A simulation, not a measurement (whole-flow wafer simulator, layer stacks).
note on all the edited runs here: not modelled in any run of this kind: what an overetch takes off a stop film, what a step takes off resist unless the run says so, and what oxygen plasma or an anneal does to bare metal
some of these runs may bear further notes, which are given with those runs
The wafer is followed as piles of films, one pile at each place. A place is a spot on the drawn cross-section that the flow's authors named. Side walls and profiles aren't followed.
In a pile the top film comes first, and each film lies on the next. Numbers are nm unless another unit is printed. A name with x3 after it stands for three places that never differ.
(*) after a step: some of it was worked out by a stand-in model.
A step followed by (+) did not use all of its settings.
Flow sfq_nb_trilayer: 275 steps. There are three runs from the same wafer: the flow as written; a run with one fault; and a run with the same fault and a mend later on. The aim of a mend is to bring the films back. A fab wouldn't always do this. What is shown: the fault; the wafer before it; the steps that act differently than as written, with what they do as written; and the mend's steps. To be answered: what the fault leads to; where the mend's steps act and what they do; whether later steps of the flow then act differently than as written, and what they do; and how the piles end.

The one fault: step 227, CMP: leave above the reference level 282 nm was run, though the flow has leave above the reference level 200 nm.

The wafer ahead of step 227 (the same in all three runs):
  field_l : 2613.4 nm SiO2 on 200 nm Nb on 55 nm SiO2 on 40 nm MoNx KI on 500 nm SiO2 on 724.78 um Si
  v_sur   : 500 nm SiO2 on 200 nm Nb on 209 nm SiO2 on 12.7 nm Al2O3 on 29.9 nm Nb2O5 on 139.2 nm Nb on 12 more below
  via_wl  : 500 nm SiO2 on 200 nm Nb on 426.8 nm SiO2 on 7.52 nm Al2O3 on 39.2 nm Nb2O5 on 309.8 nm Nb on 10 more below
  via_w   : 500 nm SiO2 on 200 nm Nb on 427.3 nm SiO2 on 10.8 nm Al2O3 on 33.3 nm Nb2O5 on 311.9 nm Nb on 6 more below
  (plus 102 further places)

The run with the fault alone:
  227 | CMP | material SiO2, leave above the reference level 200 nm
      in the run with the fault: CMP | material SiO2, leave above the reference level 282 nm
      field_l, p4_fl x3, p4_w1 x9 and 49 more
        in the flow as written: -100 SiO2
        in the run with the fault: -18 SiO2
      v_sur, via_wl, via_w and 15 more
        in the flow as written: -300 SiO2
        in the run with the fault: -218 SiO2
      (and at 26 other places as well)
  Later steps of the flow acting differently than as written (4 other steps are not shown; they differ only slightly, by no more than 2% or 0.5 nm, whichever is larger):
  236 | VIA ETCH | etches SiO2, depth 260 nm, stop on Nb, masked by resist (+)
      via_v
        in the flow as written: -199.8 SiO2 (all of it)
        in the run with the fault: -260 SiO2
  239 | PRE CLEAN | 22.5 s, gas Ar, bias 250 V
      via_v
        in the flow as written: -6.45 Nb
        in the run with the fault: -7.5 SiO2
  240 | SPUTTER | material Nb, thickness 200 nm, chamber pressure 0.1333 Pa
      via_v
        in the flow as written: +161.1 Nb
        in the run with the fault: +146.9 Nb (new film)
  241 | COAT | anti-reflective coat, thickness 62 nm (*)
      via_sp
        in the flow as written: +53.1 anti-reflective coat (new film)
        in the run with the fault: +50 anti-reflective coat (new film)
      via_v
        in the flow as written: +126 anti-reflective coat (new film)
        in the run with the fault: +129.5 anti-reflective coat (new film)
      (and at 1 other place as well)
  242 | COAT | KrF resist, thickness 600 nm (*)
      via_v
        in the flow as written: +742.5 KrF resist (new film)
        in the run with the fault: +801.5 KrF resist (new film)
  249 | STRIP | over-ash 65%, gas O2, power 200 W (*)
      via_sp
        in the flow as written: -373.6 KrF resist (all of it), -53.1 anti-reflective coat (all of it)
        in the run with the fault: -369.5 KrF resist (all of it), -50 anti-reflective coat (all of it)
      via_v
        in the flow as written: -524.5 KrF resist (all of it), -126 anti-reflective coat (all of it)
        in the run with the fault: -583.4 KrF resist (all of it), -129.5 anti-reflective coat (all of it)
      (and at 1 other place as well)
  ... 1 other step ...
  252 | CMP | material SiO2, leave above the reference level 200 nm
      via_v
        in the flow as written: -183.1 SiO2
        in the run with the fault: -157.1 SiO2
  At field_l, v_sur, via_wl and 103 more, the piles at the end differ from the flow's by more than 2% or 0.5 nm, whichever is larger.
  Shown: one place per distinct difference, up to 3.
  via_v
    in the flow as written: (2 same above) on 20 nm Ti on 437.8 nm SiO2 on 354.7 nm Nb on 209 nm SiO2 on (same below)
    in the run with the fault: (2 same above) on 20 nm Ti on 513.3 nm SiO2 on 146.9 nm Nb on 14.3 nm SiO2 on 200 nm Nb on 209 nm SiO2 on (same below)
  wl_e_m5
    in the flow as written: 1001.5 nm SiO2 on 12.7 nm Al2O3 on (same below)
    in the run with the fault: 1083.5 nm SiO2 on 12.7 nm Al2O3 on (same below)
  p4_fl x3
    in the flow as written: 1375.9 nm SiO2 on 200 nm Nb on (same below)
    in the run with the fault: 1457.9 nm SiO2 on 200 nm Nb on (same below)

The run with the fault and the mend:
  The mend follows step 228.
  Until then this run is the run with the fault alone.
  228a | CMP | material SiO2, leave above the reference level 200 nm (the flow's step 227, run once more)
      field_l, v_sur, via_wl and 103 more
        -82 SiO2
  None of the later steps of the flow acts differently than as written at any place that is followed.
  The piles end the same as the flow's at every place that both follow.
